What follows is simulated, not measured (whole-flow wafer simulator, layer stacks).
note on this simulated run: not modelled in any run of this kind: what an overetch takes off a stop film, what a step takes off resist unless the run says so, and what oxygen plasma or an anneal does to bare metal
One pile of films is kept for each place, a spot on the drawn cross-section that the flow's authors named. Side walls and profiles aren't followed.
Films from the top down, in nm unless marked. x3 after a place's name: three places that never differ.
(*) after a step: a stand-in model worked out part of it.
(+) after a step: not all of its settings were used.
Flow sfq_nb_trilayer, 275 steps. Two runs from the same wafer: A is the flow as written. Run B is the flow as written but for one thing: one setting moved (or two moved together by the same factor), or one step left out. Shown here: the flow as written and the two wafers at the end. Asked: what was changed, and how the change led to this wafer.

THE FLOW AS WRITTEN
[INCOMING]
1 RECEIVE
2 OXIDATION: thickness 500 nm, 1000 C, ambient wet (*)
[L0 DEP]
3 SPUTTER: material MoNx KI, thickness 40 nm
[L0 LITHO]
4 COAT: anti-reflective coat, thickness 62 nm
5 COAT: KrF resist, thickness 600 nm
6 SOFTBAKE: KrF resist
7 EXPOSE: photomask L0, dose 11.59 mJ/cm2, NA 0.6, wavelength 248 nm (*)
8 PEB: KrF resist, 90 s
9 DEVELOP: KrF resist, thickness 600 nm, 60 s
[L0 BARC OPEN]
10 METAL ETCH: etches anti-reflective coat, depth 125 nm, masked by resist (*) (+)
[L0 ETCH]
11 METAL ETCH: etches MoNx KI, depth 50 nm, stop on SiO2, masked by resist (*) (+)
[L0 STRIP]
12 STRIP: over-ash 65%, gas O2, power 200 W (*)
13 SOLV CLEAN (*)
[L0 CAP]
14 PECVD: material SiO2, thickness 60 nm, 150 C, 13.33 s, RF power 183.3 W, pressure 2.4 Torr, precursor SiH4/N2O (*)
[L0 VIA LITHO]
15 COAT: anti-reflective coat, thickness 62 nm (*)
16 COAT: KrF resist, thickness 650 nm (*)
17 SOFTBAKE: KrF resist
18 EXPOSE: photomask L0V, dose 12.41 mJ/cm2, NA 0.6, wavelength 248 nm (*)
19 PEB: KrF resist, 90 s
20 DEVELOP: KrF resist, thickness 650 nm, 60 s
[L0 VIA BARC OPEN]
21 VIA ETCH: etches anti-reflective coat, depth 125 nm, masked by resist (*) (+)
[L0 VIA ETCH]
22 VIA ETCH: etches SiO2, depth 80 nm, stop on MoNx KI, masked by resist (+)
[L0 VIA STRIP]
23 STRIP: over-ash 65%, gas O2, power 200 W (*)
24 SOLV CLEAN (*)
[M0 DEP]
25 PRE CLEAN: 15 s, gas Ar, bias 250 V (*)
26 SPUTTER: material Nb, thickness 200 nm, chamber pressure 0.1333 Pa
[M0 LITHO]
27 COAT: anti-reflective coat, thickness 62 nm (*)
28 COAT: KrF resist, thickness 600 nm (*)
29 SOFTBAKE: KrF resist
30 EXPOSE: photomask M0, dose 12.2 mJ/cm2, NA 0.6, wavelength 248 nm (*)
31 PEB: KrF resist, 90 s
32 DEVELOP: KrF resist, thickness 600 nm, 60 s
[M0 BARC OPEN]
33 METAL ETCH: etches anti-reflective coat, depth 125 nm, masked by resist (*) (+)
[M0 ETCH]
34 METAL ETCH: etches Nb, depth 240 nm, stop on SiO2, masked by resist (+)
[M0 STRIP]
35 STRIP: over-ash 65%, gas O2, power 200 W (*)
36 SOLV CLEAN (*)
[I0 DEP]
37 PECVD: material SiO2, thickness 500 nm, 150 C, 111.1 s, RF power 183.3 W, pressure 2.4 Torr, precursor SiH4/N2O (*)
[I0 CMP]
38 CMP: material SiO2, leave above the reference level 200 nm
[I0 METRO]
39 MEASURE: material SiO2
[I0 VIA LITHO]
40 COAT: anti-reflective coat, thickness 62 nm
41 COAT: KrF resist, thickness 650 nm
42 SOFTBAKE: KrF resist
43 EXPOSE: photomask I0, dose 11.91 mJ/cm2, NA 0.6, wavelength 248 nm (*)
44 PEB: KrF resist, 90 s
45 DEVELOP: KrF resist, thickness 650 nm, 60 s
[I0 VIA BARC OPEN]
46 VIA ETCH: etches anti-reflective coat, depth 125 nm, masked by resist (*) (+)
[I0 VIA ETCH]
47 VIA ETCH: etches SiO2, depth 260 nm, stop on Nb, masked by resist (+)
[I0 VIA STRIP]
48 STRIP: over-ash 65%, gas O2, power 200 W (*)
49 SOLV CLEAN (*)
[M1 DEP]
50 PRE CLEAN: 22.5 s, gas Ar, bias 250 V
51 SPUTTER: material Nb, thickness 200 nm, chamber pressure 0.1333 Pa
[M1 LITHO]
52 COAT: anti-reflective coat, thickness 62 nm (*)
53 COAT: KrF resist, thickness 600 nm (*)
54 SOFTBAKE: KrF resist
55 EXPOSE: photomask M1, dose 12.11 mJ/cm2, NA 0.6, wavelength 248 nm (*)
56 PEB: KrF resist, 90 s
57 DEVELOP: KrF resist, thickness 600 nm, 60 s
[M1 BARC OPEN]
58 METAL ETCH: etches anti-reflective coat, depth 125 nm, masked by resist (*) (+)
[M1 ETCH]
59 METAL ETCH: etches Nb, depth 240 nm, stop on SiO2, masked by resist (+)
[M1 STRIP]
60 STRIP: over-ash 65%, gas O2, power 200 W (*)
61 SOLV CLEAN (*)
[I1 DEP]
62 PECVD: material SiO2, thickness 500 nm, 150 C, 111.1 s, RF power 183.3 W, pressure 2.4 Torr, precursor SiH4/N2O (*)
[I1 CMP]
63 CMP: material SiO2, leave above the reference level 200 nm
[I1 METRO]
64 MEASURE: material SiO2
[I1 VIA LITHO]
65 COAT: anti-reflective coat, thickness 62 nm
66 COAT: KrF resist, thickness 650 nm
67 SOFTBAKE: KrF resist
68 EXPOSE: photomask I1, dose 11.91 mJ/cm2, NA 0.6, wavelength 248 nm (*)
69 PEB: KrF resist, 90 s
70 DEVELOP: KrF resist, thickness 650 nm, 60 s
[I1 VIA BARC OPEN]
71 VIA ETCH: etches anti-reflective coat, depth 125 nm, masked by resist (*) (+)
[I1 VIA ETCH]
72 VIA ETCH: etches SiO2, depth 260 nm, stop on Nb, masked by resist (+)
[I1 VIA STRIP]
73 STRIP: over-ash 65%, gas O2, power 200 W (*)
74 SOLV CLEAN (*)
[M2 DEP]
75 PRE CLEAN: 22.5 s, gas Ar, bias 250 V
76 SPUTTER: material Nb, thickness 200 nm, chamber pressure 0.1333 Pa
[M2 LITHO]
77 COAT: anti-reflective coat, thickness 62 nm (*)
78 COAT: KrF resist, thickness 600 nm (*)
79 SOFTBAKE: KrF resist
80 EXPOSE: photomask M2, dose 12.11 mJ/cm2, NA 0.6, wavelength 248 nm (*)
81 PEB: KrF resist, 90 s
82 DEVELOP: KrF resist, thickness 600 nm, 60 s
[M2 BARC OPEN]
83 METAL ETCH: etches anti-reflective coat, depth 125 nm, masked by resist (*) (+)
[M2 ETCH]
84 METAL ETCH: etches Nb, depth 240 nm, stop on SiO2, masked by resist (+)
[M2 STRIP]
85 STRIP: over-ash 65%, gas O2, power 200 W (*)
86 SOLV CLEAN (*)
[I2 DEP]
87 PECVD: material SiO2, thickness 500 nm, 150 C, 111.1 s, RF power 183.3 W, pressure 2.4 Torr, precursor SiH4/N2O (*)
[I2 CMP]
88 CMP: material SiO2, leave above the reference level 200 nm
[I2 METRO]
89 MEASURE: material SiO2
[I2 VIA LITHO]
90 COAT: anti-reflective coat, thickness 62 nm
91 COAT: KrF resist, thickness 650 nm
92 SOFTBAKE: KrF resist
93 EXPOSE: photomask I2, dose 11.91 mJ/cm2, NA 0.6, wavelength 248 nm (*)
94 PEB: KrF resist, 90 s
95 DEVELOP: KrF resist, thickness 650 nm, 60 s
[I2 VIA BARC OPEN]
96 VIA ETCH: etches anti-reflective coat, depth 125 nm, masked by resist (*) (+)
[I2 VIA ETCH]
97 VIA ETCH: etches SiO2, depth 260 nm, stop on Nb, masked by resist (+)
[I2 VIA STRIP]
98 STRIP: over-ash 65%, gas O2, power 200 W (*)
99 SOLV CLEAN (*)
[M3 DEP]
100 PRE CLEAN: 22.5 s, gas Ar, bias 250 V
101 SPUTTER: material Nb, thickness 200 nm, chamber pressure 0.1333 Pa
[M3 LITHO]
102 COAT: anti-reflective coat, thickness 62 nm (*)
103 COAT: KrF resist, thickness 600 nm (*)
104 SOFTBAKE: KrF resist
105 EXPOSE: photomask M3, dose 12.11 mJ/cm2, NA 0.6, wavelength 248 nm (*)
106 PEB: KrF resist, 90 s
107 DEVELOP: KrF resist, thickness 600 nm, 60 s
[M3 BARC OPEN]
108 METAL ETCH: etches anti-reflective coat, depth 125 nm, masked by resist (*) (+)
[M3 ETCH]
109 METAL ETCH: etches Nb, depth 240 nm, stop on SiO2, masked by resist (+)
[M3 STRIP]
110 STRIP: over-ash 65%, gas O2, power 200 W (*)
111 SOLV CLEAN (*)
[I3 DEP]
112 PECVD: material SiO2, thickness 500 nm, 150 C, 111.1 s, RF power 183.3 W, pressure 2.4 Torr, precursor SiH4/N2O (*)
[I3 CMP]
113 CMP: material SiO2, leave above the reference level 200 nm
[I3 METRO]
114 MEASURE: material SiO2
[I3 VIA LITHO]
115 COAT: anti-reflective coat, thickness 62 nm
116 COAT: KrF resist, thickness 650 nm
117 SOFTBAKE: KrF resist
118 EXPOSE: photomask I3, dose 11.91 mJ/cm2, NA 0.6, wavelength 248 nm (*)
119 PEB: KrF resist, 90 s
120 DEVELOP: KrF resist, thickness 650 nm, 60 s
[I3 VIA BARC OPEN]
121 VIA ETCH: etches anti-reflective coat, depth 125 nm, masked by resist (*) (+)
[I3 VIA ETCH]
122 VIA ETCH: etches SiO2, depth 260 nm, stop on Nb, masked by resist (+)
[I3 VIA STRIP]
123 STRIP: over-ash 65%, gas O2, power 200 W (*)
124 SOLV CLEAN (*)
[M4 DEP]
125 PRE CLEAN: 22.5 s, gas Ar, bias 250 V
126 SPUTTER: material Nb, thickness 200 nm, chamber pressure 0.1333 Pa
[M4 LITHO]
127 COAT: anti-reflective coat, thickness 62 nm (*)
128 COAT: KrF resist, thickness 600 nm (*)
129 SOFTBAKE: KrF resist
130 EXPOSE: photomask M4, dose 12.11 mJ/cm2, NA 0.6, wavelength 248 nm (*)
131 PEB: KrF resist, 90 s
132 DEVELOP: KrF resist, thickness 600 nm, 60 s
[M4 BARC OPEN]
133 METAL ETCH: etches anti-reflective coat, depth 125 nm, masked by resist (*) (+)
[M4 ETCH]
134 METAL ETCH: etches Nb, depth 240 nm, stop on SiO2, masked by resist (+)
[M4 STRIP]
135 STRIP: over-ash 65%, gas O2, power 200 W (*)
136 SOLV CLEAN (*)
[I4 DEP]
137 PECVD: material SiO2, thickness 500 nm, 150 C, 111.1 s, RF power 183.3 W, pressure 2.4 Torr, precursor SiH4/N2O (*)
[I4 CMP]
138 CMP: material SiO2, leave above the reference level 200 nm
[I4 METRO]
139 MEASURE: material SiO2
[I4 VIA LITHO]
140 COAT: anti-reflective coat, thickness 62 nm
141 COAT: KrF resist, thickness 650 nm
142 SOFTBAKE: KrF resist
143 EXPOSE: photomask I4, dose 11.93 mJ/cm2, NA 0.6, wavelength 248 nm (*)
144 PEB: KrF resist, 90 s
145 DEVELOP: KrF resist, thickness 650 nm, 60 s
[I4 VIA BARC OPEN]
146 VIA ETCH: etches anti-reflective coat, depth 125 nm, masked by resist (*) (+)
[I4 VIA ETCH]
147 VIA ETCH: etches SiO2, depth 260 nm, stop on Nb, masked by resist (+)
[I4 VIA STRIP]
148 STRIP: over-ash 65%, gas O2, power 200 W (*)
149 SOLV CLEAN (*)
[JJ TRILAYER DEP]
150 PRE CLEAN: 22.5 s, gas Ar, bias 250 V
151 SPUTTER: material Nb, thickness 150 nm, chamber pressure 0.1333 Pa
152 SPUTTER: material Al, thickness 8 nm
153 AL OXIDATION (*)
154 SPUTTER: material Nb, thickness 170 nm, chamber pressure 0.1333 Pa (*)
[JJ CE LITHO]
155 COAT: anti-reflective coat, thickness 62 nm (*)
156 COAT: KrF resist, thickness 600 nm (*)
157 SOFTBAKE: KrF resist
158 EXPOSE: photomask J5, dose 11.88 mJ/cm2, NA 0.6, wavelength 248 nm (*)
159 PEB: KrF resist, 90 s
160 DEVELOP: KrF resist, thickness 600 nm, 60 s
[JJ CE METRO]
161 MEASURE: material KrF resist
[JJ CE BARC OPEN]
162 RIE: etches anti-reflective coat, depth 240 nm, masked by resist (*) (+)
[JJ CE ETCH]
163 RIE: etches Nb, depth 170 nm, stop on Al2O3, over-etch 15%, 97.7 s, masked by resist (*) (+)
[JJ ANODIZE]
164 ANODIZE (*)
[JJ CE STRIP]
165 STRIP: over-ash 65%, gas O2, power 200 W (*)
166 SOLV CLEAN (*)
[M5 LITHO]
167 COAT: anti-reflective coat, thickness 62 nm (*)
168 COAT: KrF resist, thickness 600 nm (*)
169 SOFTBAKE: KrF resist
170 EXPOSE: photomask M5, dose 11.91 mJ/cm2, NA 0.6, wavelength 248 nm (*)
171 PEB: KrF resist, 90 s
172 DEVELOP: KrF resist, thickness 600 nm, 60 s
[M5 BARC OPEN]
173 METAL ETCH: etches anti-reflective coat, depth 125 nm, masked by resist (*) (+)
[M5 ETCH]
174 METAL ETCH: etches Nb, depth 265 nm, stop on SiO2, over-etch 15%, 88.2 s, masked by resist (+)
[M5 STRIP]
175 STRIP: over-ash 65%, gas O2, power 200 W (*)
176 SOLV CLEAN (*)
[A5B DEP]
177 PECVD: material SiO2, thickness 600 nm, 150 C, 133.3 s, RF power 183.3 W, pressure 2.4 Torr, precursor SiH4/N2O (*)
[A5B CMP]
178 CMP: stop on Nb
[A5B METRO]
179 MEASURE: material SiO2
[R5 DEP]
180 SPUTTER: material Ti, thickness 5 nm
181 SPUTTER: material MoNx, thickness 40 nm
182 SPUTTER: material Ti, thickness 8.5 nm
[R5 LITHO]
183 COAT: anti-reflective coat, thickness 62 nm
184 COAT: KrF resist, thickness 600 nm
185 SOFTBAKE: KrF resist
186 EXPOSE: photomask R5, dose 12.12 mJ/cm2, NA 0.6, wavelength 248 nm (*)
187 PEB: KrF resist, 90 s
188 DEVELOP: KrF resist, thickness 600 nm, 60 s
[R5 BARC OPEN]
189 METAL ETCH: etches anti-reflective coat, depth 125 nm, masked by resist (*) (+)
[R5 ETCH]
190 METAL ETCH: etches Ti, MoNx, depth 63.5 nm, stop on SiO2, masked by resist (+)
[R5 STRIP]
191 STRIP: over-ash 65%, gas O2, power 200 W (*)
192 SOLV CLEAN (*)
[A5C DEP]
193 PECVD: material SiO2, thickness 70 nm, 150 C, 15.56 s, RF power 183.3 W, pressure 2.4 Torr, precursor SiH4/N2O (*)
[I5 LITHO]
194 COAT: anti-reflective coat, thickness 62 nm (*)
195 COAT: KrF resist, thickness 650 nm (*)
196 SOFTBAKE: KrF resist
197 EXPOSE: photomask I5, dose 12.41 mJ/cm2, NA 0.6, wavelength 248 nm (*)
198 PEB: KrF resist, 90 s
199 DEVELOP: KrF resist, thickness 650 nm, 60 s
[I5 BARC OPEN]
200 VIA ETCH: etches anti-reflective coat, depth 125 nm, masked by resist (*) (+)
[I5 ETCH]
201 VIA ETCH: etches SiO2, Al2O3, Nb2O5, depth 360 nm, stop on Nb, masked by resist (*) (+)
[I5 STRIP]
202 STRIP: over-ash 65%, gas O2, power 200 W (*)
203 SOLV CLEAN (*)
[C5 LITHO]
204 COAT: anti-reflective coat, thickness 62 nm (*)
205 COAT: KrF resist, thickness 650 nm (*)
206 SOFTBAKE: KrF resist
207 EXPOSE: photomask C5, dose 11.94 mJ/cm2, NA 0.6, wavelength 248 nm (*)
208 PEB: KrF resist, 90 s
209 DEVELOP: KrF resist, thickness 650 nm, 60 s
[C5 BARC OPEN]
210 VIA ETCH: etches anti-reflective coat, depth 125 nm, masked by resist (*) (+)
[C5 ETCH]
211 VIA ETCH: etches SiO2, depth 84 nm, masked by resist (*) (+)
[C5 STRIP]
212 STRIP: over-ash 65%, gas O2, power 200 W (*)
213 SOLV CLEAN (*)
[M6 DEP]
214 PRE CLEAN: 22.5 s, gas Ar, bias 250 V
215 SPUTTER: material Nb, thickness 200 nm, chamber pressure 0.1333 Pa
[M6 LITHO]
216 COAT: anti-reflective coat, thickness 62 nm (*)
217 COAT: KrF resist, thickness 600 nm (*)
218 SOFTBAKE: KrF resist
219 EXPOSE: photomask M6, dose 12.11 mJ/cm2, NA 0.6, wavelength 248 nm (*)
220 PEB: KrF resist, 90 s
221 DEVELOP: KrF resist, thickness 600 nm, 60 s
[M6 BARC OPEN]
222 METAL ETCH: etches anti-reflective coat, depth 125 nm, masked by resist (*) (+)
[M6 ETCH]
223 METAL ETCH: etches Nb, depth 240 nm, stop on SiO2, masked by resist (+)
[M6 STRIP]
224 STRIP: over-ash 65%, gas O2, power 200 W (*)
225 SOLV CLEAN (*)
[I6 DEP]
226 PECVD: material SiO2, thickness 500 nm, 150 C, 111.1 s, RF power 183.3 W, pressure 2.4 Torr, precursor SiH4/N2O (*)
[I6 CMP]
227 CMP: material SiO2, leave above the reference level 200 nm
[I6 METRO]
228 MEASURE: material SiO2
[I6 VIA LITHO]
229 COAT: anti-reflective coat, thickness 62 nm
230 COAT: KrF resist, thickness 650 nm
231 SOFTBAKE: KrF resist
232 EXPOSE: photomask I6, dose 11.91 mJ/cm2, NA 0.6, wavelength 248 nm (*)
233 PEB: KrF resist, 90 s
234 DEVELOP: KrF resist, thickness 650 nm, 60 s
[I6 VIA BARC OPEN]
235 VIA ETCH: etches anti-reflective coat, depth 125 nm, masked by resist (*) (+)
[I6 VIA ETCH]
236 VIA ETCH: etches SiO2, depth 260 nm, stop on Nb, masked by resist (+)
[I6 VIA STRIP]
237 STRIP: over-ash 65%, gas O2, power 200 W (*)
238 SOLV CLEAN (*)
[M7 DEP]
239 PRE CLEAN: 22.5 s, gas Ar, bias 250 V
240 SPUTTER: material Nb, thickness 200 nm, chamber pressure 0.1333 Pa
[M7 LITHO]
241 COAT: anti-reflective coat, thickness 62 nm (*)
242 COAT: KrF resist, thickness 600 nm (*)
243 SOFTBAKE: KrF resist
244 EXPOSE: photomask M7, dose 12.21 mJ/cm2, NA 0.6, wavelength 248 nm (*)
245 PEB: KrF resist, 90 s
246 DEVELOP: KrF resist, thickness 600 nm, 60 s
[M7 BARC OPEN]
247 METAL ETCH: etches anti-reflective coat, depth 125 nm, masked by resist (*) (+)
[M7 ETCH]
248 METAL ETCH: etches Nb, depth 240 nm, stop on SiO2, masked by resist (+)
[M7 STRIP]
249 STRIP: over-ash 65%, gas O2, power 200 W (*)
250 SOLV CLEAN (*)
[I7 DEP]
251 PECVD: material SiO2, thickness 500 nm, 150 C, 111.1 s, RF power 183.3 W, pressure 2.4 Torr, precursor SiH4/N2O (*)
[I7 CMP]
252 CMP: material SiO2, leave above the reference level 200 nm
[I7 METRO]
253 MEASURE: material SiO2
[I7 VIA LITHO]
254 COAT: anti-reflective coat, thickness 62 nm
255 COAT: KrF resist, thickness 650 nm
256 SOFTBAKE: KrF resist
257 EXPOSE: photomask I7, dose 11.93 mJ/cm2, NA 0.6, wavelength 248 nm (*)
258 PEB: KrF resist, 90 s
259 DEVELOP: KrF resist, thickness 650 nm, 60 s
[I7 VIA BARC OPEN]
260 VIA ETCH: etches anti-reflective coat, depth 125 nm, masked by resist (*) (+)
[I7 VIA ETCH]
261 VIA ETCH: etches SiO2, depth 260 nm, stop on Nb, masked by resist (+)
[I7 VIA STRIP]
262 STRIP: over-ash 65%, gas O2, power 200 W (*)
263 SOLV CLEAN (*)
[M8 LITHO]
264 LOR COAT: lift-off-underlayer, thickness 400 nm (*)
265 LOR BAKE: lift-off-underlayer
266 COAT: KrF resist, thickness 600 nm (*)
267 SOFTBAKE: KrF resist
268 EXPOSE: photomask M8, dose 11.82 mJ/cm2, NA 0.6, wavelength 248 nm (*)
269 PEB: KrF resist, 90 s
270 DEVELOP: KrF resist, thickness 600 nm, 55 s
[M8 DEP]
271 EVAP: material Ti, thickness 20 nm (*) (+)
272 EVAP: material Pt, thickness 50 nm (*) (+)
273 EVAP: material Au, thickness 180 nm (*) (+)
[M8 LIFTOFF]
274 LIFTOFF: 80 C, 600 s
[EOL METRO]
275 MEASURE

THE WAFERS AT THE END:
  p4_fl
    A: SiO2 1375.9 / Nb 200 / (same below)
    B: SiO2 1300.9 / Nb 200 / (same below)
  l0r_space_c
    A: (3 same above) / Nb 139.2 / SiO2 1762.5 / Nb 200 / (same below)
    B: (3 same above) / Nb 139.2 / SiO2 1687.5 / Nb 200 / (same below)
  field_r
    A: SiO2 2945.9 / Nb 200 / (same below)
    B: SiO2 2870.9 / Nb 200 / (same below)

The cause: step 138, CMP: leave above the reference level 125 nm was run, where the flow has leave above the reference level 200 nm.

How the change led to this, step by step:
  138 CMP: material SiO2, leave above the reference level 200 nm
      field_l, be, be_sur and 55 more: A SiO2 -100 | B SiO2 -175
      v_sur, via_wl, via_w and 35 more: A SiO2 -300 | B SiO2 -375
      (and at 10 more places)
  147 VIA ETCH: etches SiO2, depth 260 nm, stop on Nb, masked by resist (+)
      field_l, v_sur, via_sp and 100 more: A KrF resist -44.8 | B KrF resist -32.3
      via_wl, via_w, via_wr: A SiO2 -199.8 (all of it) | B SiO2 -124.8 (all of it)
  148 STRIP: over-ash 65%, gas O2, power 200 W (*)
      field_l, v_sur, via_sp and 100 more: A KrF resist -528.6 (all of it), anti-reflective coat -62 (all of it) | B KrF resist -541.1 (all of it), anti-reflective coat -62 (all of it)
  151 SPUTTER: material Nb, thickness 150 nm, chamber pressure 0.1333 Pa
      via_wl, via_w, via_wr: A Nb +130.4 | B Nb +139.2
  152 SPUTTER: material Al, thickness 8 nm
      via_wl, via_wr: A Al +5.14 (new film) | B Al +6.04 (new film)
      via_w: A Al +7.12 (new film) | B Al +7.79 (new film)
  154 SPUTTER: material Nb, thickness 170 nm, chamber pressure 0.1333 Pa (*)
      via_wl, via_wr: A Nb +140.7 (new film) | B Nb +123.7 (new film)
      via_w: A Nb +141 (new film) | B Nb +165.9 (new film)
  155 COAT: anti-reflective coat, thickness 62 nm (*)
      via_wl, via_wr: A anti-reflective coat +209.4 (new film) | B anti-reflective coat +185.3 (new film)
      v_sur: A anti-reflective coat +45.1 (new film) | B anti-reflective coat +48.8 (new film)
      (and at 2 more places)
  156 COAT: KrF resist, thickness 600 nm (*)
      via_wl: A KrF resist +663 (new film) | B KrF resist +637.3 (new film)
      via_w: A KrF resist +763.8 (new film) | B KrF resist +682.9 (new film)
      (and at 1 more place)
  160 DEVELOP: KrF resist, thickness 600 nm, 60 s
      via_wl: A KrF resist -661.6 (all of it) | B KrF resist -636 (all of it)
      via_w: A KrF resist -762.1 (all of it) | B KrF resist -681.5 (all of it)
      (and at 1 more place)
  162 RIE: etches anti-reflective coat, depth 240 nm, masked by resist (*) (+)
      ce_l, c5j, ce_r, wl_jj: A KrF resist -209.4 | B KrF resist -185.3
      via_wl, via_wr: A anti-reflective coat -209.4 (all of it) | B anti-reflective coat -185.3 (all of it)
      (and at 3 more places)
  163 RIE: etches Nb, depth 170 nm, stop on Al2O3, over-etch 15%, 97.7 s, masked by resist (*) (+)
      via_w: A Nb -141 (all of it), Al2O3 -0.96 (all of it) | B Nb -165.9 (all of it), Al2O3 -0.59
      via_wl, via_wr: A Nb -140.7 (all of it), Al2O3 -0.96 (all of it) | B Nb -123.7 (all of it), Al2O3 -0.96 (all of it)
  164 ANODIZE (*)
      via_w: A Al2O3 +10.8 (new film), Nb2O5 +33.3 (new film), Al -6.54 (all of it), Nb -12 | B Al2O3 +11.9, Nb2O5 +30.7 (new film), Al -7.21 (all of it), Nb -11
      via_wl, via_wr: A Al2O3 +7.52 (new film), Nb2O5 +39.2 (new film), Al -4.56 (all of it), Nb -14.1 | B Al2O3 +9 (new film), Nb2O5 +36.5 (new film), Al -5.46 (all of it), Nb -13.1
  165 STRIP: over-ash 65%, gas O2, power 200 W (*)
      c5j, ce_r: A KrF resist -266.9 (all of it), anti-reflective coat -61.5 (all of it) | B KrF resist -291.5 (all of it), anti-reflective coat -61.7 (all of it)
      ce_l: A KrF resist -266.8 (all of it), anti-reflective coat -61.4 (all of it) | B KrF resist -291.4 (all of it), anti-reflective coat -61.7 (all of it)
      (and at 1 more place)
  167 COAT: anti-reflective coat, thickness 62 nm (*)
      via_wl: A anti-reflective coat +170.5 (new film) | B anti-reflective coat +114.6 (new film)
      via_w: A anti-reflective coat +84.1 (new film) | B anti-reflective coat +74.6 (new film)
      (and at 2 more places)
  168 COAT: KrF resist, thickness 600 nm (*)
      v_sur: A KrF resist +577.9 (new film) | B KrF resist +590.5 (new film)
      via_w: A KrF resist +732.6 (new film) | B KrF resist +681 (new film)
  175 STRIP: over-ash 65%, gas O2, power 200 W (*)
      v_sur: A KrF resist -349.2 (all of it), anti-reflective coat -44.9 (all of it) | B KrF resist -361.7 (all of it), anti-reflective coat -45.4 (all of it)
      via_wl: A KrF resist -427 (all of it), anti-reflective coat -170.5 (all of it) | B KrF resist -417.8 (all of it), anti-reflective coat -114.6 (all of it)
      (and at 3 more places)
  178 CMP: stop on Nb
      via_wl, via_wr: A SiO2 -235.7 | B SiO2 -319.2
      via_w: A SiO2 -235.2 | B SiO2 -318.8
